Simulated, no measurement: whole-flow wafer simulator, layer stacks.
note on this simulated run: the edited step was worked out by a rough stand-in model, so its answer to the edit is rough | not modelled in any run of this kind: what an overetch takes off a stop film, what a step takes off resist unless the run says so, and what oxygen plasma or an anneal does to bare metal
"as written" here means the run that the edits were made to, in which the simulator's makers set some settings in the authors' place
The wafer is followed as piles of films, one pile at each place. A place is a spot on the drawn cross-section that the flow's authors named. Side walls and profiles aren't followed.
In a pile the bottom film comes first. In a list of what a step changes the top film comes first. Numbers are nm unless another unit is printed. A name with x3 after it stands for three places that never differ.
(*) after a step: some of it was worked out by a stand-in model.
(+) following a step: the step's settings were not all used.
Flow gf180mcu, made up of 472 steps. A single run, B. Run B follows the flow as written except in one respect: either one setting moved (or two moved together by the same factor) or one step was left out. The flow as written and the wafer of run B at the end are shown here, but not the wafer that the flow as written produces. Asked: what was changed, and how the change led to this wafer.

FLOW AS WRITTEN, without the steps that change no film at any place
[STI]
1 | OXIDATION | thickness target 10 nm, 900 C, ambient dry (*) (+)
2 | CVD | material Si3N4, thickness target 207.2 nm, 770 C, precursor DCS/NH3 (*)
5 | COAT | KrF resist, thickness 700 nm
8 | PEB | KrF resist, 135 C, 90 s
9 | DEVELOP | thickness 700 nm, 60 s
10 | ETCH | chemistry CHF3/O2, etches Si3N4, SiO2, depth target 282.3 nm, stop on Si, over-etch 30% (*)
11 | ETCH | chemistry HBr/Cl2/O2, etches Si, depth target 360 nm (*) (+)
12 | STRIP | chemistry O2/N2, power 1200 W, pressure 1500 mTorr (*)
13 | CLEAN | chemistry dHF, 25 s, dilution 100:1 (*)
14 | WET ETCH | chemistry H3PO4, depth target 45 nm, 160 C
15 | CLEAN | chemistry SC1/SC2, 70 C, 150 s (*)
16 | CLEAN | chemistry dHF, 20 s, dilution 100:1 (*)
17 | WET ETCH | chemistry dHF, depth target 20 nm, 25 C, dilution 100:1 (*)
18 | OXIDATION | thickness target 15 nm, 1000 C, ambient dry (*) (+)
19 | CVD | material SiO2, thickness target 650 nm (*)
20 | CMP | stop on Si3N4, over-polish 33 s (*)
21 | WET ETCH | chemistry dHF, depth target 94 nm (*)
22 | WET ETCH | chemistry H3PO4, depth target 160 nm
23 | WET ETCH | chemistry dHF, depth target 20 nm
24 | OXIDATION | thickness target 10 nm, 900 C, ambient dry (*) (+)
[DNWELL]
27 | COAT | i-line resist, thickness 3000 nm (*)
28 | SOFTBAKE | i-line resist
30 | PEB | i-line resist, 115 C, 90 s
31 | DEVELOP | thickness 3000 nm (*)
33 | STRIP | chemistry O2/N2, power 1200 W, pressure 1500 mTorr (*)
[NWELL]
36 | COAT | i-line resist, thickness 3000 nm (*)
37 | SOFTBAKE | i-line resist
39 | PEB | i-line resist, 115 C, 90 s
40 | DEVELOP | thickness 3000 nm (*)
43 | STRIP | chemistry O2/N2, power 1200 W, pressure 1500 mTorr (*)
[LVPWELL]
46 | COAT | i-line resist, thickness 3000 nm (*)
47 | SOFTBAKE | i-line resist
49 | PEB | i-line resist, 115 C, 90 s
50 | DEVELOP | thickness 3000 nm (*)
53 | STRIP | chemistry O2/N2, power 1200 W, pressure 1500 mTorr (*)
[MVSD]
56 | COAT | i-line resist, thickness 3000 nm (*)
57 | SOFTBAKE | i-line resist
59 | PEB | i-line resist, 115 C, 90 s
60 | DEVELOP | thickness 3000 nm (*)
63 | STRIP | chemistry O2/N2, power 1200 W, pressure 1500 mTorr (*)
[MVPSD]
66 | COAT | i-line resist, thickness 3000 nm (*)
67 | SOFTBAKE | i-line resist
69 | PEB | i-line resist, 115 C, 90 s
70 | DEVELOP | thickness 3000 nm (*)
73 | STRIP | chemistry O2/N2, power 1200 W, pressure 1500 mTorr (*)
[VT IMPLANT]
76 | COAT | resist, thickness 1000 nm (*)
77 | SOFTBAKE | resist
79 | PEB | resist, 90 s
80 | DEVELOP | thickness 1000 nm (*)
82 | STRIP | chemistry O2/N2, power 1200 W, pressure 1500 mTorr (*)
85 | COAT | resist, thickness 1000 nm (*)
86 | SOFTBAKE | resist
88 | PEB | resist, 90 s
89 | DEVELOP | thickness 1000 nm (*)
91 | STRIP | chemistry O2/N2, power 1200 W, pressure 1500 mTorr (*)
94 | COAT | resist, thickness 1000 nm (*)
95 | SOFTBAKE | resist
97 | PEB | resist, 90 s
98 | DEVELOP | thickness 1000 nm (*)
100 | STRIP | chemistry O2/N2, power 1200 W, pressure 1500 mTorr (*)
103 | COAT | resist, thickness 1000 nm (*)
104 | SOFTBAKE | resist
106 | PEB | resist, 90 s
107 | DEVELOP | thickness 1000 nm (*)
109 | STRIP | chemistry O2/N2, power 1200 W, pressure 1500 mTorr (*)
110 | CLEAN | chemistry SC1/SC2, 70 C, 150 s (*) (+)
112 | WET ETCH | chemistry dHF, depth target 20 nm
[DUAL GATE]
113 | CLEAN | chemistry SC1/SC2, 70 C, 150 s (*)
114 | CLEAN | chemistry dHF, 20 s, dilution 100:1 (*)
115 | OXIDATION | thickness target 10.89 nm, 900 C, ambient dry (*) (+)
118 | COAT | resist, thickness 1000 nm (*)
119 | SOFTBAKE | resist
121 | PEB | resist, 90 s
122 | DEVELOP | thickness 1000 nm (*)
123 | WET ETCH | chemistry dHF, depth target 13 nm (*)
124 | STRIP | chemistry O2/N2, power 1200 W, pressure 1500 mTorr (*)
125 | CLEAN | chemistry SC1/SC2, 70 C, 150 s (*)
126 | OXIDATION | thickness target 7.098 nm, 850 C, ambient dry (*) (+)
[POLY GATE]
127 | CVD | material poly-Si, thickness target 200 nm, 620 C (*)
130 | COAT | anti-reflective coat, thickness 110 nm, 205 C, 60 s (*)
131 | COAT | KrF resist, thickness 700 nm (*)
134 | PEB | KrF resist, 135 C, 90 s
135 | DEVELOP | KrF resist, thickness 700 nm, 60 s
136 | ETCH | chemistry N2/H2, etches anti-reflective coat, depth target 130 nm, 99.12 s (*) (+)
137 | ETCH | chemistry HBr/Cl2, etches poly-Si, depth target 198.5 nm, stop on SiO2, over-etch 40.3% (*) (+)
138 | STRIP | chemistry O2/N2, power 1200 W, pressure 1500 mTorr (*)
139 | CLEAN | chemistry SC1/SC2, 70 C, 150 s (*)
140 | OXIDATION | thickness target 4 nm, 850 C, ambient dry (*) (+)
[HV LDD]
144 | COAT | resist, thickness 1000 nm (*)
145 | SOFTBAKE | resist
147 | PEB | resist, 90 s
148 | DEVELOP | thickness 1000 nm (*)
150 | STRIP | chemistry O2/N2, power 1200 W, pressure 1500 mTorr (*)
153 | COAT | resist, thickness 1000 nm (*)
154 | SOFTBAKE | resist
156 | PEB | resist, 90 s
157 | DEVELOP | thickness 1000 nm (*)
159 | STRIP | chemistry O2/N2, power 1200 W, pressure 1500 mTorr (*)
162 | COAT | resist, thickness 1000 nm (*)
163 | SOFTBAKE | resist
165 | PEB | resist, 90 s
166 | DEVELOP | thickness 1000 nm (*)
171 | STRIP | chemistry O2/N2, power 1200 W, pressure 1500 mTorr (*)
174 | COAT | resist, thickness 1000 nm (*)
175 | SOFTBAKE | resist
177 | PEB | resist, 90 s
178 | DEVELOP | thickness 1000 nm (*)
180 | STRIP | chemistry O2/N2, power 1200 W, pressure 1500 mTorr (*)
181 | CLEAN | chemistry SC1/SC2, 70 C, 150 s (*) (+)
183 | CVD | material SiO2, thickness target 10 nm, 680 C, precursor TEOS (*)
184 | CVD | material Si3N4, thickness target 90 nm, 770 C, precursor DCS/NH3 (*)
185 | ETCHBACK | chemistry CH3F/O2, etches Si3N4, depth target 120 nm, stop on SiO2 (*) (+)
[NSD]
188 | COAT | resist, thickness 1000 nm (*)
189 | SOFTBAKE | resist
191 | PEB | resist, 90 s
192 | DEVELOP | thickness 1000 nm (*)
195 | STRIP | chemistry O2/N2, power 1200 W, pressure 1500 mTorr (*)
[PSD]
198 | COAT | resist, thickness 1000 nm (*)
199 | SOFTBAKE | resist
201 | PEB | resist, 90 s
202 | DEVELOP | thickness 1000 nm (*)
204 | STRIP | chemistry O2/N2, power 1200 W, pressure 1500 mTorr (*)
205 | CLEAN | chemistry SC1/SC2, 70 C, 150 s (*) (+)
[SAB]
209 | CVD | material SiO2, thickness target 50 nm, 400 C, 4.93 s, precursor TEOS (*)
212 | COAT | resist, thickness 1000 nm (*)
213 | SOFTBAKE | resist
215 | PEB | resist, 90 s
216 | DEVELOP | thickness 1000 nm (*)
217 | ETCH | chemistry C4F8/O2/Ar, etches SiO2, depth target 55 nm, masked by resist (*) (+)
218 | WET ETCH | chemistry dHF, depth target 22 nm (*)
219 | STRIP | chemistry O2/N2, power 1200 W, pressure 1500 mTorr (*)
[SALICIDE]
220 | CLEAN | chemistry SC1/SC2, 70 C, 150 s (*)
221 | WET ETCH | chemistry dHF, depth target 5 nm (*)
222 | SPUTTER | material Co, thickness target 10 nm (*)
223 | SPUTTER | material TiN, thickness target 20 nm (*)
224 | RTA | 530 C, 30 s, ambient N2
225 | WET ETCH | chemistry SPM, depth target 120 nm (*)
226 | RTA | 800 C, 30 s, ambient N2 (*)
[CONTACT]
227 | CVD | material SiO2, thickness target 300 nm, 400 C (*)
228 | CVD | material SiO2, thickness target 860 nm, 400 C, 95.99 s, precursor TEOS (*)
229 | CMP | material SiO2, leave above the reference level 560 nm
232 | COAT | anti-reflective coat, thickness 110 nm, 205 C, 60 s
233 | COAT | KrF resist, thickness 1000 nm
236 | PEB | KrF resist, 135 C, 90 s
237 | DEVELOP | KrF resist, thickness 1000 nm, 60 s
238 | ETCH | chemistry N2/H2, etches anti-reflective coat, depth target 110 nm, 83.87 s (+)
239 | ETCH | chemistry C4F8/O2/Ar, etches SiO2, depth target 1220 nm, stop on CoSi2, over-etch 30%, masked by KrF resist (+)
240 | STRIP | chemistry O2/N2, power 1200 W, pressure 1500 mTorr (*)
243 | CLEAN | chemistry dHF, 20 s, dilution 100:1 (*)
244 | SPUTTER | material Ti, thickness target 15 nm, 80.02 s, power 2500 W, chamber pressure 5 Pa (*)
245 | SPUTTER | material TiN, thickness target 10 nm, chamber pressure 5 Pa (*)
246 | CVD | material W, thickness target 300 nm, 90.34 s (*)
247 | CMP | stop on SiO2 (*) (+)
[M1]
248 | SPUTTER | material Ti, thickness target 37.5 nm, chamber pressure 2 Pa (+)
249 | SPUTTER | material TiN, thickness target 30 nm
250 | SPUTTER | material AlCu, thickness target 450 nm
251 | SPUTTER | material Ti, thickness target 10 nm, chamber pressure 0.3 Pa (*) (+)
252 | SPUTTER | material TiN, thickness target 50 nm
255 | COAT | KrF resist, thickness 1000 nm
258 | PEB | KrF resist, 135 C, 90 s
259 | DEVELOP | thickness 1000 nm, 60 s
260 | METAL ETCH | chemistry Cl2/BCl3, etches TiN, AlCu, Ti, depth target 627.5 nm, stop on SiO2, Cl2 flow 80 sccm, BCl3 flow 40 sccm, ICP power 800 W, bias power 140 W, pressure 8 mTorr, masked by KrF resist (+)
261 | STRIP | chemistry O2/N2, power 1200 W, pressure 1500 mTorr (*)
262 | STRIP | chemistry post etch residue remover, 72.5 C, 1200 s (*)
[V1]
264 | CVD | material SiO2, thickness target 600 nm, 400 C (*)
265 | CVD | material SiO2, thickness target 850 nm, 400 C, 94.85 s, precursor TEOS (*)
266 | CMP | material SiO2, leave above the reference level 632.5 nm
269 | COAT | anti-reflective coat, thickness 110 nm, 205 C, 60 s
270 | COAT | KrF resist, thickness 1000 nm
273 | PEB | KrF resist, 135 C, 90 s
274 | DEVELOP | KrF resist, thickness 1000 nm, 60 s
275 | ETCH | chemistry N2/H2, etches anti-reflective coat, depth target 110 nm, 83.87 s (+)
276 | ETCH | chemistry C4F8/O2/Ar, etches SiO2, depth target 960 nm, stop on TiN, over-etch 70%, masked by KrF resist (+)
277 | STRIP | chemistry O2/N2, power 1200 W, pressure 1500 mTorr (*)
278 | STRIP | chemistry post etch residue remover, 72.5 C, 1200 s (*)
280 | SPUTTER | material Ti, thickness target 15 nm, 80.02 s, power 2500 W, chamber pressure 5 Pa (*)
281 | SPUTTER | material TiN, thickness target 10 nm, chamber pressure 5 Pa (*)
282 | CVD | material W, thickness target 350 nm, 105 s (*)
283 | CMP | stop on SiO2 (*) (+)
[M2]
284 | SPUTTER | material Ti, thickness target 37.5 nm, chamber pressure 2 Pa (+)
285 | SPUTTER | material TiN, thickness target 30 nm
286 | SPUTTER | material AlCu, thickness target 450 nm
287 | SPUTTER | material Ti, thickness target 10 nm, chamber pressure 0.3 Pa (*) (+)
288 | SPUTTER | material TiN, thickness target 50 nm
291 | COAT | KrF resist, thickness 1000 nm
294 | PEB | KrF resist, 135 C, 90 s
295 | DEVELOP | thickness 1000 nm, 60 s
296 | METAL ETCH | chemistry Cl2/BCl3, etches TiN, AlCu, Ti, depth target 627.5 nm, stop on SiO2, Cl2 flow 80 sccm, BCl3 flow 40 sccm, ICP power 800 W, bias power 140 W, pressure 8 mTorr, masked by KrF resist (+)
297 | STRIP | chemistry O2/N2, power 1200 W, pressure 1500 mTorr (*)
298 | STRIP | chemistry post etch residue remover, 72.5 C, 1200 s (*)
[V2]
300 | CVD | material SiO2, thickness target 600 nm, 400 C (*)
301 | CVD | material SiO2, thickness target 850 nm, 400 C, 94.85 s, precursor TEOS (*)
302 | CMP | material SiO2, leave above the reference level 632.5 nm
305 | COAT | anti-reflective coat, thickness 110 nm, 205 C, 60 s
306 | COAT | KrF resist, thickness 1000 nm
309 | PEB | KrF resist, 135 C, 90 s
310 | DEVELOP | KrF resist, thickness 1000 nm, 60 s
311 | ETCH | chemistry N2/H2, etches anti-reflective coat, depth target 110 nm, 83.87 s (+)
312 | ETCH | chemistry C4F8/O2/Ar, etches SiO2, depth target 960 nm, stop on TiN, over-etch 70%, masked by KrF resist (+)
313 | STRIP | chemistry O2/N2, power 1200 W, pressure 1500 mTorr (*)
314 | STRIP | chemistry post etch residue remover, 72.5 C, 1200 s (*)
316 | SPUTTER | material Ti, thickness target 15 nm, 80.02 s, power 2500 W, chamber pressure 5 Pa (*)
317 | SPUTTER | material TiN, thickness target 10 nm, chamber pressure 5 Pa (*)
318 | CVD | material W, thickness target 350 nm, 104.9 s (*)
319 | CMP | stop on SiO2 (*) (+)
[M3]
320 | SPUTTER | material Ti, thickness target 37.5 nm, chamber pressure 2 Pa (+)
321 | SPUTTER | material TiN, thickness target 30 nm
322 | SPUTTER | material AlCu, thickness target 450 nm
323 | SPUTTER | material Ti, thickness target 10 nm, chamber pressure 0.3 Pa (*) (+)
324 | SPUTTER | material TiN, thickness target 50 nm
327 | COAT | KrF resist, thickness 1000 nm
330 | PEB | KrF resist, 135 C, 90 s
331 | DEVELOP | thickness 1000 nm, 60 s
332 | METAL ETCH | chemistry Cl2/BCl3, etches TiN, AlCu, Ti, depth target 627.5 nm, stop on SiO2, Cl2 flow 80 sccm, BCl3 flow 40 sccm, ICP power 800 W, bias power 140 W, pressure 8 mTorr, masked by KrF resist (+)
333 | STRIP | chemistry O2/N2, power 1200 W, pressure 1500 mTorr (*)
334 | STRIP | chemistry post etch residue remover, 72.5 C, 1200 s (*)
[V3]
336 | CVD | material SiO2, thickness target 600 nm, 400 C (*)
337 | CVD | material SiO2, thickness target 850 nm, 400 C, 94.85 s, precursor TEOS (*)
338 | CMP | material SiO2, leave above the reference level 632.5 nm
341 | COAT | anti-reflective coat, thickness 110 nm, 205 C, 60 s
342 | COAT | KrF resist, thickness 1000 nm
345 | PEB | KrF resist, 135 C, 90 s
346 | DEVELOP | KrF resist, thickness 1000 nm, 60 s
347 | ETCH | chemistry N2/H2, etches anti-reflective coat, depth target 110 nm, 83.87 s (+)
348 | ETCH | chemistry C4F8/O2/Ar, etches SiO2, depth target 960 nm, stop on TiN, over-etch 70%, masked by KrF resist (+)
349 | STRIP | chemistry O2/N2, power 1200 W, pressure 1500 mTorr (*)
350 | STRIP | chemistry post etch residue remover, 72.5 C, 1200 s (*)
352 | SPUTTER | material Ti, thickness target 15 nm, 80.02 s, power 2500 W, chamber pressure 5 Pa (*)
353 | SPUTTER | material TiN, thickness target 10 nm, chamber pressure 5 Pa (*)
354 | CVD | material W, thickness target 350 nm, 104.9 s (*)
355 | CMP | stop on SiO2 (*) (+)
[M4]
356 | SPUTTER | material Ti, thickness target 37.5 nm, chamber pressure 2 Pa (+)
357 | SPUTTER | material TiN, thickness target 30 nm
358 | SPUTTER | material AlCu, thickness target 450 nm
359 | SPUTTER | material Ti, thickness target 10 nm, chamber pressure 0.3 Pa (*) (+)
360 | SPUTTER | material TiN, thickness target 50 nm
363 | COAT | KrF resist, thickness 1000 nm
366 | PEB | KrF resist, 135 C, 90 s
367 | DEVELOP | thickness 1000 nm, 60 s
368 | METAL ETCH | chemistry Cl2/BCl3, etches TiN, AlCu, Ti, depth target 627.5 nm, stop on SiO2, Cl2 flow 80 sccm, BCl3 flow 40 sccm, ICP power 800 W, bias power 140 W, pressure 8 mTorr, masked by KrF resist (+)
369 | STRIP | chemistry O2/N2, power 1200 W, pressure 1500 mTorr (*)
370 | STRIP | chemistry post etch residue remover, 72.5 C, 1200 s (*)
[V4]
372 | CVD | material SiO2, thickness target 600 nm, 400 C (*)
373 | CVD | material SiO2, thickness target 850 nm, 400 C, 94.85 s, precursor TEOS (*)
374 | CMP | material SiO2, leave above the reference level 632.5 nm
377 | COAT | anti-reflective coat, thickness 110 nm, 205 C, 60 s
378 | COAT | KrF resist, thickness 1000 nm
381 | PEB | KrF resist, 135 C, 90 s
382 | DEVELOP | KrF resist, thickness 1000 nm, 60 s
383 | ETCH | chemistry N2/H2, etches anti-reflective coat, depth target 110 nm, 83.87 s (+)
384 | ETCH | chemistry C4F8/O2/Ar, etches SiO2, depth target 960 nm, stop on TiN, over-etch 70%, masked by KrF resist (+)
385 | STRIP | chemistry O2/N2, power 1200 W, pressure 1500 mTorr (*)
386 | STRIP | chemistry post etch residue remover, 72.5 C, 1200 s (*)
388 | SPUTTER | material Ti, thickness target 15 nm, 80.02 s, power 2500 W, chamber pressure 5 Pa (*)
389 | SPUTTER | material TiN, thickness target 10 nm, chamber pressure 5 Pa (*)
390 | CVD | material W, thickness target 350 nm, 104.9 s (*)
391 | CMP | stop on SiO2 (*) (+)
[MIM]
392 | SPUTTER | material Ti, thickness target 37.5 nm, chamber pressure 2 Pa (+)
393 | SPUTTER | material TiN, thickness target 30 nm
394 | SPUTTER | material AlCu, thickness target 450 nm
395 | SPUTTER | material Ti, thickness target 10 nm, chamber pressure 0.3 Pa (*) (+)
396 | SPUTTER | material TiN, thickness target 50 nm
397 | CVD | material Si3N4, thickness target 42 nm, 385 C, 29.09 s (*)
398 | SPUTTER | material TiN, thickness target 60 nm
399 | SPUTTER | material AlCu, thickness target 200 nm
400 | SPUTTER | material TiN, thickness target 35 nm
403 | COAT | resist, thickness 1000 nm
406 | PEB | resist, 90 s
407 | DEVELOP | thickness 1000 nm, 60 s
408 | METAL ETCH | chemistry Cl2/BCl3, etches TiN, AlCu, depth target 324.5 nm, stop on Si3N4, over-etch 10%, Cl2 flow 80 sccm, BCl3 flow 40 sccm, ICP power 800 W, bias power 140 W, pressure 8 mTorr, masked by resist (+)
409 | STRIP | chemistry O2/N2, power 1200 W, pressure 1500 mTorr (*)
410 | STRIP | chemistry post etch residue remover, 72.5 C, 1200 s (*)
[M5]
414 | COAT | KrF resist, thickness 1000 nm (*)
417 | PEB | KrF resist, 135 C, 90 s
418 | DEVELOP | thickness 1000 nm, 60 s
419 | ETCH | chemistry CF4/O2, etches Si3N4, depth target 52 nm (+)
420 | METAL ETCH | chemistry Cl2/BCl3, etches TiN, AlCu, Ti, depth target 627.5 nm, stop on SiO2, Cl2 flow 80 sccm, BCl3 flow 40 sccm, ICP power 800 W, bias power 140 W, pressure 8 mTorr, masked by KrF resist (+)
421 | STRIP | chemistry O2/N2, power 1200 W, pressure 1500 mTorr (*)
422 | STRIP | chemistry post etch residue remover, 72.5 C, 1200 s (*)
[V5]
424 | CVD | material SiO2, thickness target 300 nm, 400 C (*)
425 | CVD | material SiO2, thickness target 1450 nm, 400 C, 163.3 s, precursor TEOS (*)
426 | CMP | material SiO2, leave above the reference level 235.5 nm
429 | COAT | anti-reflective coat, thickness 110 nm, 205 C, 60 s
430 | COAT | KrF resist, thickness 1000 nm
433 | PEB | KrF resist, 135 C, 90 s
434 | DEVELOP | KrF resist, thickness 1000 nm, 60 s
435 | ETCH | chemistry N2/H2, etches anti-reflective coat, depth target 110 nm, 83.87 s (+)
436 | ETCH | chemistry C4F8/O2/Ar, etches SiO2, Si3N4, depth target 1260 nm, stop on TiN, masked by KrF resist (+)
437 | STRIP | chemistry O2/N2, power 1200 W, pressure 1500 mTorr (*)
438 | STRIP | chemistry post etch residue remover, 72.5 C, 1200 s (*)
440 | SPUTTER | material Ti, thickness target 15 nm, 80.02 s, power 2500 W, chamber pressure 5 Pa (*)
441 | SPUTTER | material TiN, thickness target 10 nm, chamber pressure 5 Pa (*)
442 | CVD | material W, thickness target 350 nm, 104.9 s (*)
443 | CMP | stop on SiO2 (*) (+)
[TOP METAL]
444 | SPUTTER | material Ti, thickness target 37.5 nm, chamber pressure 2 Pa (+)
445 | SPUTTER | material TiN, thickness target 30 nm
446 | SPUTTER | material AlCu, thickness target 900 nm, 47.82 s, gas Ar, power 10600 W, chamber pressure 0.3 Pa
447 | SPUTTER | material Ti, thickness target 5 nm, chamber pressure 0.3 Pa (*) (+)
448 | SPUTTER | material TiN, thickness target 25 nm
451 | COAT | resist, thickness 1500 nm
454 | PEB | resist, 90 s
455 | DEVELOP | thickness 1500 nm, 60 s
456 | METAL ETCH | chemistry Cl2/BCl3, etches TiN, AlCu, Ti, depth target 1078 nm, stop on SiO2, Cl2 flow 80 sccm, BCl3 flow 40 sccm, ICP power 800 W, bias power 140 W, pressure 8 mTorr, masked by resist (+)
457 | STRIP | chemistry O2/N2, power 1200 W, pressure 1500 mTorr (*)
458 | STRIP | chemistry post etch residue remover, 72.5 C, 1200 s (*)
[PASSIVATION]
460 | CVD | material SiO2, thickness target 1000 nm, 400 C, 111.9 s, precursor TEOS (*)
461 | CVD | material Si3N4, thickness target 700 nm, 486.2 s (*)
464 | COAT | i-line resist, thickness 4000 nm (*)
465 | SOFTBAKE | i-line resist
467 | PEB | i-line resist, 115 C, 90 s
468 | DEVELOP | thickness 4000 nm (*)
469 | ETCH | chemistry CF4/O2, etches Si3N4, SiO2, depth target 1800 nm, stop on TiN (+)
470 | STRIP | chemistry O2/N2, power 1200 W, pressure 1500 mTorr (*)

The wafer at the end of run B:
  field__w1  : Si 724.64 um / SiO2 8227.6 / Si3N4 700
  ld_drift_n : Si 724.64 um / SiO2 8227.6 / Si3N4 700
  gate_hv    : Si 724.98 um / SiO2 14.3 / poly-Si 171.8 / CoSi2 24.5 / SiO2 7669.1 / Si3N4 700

The reason: step 222, SPUTTER: thickness target 7 nm was run, while the flow as written has thickness target 10 nm.

How this came from the change, step by step:
  222 | SPUTTER | material Co, thickness target 10 nm (*)
      field, field__w7, field__w8 and 71 more: +7 Co (new film) (in the flow as written it would be: +10 Co (new film))
      field__w6, field_sub: +6.97 Co (new film) (in the flow as written it would be: +9.95 Co (new film))
      (and at 35 other places as well)
  224 | RTA | 530 C, 30 s, ambient N2
      gate, gate_hv, gate_p and 22 more: under 1 film: +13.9 CoSi (new film), -7 Co (all of it), -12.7 poly-Si (in the flow as written it would be: under 1 film: +19.9 CoSi (new film), -10 Co (all of it), -18.2 poly-Si)
      active, p_well, sd_n and 11 more: under 1 film: +13.9 CoSi (new film), -7 Co (all of it), -12.7 Si (in the flow as written it would be: under 1 film: +19.9 CoSi (new film), -10 Co (all of it), -18.1 Si)
      (and at 10 other places as well)
  225 | WET ETCH | chemistry SPM, depth target 120 nm (*)
      field, field__w7, field__w8 and 32 more: -20 TiN (all of it), -7 Co (all of it) (in the flow as written it would be: -20 TiN (all of it), -10 Co (all of it))
      field__w9, nw_enc_fld_lv__w3: -19.1 TiN (all of it), -6.72 Co (all of it) (in the flow as written it would be: -19.1 TiN (all of it), -9.6 Co (all of it))
      (and at 25 other places as well)
  226 | RTA | 800 C, 30 s, ambient N2 (*)
      gate, gate_hv, gate_p and 22 more: +24.5 CoSi2 (new film), -13.9 CoSi (all of it), -12.7 poly-Si (in the flow as written it would be: +35 CoSi2 (new film), -19.9 CoSi (all of it), -18.2 poly-Si)
      active, p_well, sd_n and 11 more: +24.5 CoSi2 (new film), -13.9 CoSi (all of it), -12.7 Si (in the flow as written it would be: +35 CoSi2 (new film), -19.9 CoSi (all of it), -18.1 Si)
      (and at 10 other places as well)
